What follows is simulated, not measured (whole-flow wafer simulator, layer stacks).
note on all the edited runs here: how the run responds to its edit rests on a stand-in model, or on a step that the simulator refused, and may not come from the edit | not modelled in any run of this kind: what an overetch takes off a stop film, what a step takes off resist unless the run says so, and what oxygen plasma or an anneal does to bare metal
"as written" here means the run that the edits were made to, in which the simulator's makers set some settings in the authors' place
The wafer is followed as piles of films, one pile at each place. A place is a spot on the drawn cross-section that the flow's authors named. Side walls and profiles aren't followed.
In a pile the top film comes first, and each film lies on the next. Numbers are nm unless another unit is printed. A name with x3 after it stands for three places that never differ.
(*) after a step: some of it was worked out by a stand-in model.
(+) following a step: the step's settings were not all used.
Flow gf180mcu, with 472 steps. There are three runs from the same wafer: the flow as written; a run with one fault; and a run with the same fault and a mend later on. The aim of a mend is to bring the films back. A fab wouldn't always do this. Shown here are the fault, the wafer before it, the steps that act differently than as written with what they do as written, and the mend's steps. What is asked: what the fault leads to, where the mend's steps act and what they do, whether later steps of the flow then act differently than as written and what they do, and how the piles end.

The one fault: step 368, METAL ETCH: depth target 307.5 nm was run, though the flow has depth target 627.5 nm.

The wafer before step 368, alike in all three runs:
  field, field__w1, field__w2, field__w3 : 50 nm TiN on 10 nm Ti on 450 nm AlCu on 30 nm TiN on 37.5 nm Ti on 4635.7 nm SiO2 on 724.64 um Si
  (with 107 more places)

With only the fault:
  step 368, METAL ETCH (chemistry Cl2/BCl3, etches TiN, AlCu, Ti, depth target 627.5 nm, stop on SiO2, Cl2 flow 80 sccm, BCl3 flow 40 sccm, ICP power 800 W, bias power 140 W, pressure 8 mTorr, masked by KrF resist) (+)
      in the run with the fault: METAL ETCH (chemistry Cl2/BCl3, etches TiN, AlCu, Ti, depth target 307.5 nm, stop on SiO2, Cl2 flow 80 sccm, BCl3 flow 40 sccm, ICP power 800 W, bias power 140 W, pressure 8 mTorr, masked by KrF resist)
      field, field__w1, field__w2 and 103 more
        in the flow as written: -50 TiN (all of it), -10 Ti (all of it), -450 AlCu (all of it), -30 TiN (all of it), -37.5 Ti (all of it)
        in the run with the fault: -50 TiN (all of it), -10 Ti (all of it), -247.5 AlCu
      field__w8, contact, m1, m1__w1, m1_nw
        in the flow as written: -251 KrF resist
        in the run with the fault: -123 KrF resist
  Steps further on in the flow that do not act as written:
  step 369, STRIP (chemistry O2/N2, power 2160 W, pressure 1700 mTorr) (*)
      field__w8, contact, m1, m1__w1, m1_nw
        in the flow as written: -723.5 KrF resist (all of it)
        in the run with the fault: -851.5 KrF resist (all of it)
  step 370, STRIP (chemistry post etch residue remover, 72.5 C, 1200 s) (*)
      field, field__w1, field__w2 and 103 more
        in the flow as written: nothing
        in the run with the fault: -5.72 AlCu
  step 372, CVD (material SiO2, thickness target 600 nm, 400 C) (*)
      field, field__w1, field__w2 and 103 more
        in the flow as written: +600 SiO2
        in the run with the fault: +600 SiO2 (new film)
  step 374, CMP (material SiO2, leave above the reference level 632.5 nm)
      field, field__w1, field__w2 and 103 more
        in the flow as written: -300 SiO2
        in the run with the fault: -564.3 SiO2
  At field, field__w1, field__w2 and 104 more, the piles at the end differ from the flow's by more than 2% or 0.5 nm, whichever is larger.
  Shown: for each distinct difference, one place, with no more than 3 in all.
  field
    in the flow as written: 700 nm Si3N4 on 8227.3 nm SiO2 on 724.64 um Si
    in the run with the fault: 700 nm Si3N4 on 3327.3 nm SiO2 on 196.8 nm AlCu on 30 nm TiN on 37.5 nm Ti on 4635.7 nm SiO2 on 724.64 um Si
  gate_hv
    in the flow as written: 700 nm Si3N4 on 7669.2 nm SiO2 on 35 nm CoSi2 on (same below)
    in the run with the fault: 700 nm Si3N4 on 3327.3 nm SiO2 on 196.8 nm AlCu on 30 nm TiN on 37.5 nm Ti on 4077.6 nm SiO2 on 35 nm CoSi2 on (same below)
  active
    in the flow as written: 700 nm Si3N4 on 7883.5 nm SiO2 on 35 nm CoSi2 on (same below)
    in the run with the fault: 700 nm Si3N4 on 3327.3 nm SiO2 on 196.8 nm AlCu on 30 nm TiN on 37.5 nm Ti on 4291.9 nm SiO2 on 35 nm CoSi2 on (same below)

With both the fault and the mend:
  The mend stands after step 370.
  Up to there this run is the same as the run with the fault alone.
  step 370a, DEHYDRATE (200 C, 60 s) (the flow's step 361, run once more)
      alters no film at any place that is followed
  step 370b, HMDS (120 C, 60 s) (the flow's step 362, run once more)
      alters no film at any place that is followed
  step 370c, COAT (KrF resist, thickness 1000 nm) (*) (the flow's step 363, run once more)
      iso_ptap_pw, iso_ntap_nw, iso_nw_fld and 33 more
        +1000 KrF resist (new film)
      field__w5, field__w6, field__w9 and 15 more
        +1002 KrF resist (new film)
      field__w10, field_sub, field_sub__w1 and 12 more
        +1002.1 KrF resist (new film)
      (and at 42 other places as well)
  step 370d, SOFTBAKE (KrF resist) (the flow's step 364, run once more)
      alters no film at any place that is followed
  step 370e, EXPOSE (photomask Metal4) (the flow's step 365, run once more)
      alters no film at any place that is followed
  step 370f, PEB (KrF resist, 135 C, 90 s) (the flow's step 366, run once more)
      field__w1, field__w2, field__w3 and 58 more
        -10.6 KrF resist
      iso_ptap_pw, iso_ntap_nw, iso_nw_fld and 33 more
        -10.5 KrF resist
      sd_p, gate_p, nw_sep_fld, polyc_n
        -10.7 KrF resist
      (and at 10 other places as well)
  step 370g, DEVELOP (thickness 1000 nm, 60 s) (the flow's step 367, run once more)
      iso_ptap_pw, iso_ntap_nw, iso_nw_fld and 33 more
        -989.5 KrF resist (all of it)
      field__w6, field_sub__w2, field_sub__w4 and 14 more
        -991.4 KrF resist (all of it)
      field__w5, field__w9, field__w10 and 9 more
        -991.5 KrF resist (all of it)
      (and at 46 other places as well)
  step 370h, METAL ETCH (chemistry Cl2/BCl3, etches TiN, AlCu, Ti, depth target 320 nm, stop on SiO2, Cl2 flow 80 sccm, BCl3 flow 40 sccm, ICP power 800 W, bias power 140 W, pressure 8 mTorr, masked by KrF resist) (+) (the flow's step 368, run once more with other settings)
      field, field__w1, field__w2 and 103 more
        -196.8 AlCu (all of it), -30 TiN (all of it), -37.5 Ti (all of it)
      field__w8, contact, m1, m1__w1, m1_nw
        -128 KrF resist
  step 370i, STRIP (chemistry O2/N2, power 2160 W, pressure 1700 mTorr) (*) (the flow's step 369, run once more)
      field__w8
        -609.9 KrF resist (all of it)
      contact
        -608.2 KrF resist (all of it)
      m1
        -609.8 KrF resist (all of it)
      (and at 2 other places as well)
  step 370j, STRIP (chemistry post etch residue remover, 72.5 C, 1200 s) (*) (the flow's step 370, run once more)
      field__w8, contact, m1, m1__w1, m1_nw
        -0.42 TiN
  Every later step of the flow that is run acts as written, at every place that is followed, to within 2% or 0.5 nm, whichever is larger.
  The piles end only slightly different from the flow's at the places that both follow, by no more than 2% or 0.5 nm, whichever is larger.
